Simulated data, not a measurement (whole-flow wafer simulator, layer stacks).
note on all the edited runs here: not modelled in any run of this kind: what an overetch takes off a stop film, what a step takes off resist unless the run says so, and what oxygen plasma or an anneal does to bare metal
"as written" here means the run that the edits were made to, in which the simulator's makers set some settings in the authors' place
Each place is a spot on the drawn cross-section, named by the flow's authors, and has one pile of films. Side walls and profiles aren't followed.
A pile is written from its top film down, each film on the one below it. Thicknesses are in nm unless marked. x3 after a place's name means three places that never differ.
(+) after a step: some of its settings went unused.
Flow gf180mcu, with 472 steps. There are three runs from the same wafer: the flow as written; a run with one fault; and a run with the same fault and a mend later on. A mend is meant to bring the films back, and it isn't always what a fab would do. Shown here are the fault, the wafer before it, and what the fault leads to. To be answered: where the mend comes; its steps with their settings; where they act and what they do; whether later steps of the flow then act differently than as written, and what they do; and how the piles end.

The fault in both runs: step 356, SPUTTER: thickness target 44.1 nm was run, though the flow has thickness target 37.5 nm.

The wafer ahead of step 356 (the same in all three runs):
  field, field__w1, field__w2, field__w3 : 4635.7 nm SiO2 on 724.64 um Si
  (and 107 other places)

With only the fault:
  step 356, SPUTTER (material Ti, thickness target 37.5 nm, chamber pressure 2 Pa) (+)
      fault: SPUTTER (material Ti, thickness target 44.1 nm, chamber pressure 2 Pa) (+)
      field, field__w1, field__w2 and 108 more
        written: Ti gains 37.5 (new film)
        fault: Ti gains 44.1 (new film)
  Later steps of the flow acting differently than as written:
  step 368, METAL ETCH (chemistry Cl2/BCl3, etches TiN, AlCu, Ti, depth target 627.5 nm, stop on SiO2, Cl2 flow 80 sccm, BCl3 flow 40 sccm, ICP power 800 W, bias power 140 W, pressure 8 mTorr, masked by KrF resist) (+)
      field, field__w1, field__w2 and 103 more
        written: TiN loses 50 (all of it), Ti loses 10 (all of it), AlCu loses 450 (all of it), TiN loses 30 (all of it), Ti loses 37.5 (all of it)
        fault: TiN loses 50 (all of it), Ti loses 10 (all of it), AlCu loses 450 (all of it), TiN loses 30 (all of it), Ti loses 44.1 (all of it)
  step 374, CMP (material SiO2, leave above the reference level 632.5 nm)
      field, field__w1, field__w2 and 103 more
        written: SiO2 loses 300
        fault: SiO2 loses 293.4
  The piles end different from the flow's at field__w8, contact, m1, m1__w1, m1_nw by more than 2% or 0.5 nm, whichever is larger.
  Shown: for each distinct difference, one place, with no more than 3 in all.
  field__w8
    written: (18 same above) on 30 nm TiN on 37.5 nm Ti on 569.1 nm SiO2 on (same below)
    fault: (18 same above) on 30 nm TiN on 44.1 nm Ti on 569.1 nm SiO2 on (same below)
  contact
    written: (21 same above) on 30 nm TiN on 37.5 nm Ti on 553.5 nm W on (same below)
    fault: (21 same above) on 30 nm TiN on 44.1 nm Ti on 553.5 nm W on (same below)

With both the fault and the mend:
  The mend stands after step 356.
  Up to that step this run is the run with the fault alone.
  step 356a, METAL ETCH (chemistry Cl2/BCl3, etches TiN, AlCu, Ti, depth target 6.6 nm, Cl2 flow 80 sccm, BCl3 flow 40 sccm, ICP power 800 W, bias power 140 W, pressure 8 mTorr) (the flow's step 260 again, with other settings)
      field, field__w1, field__w2 and 108 more
        Ti loses 6.6
  Later steps of the flow that are run all act as written at every place that is followed.
  By the end, the piles equal the flow's at every place that both follow.
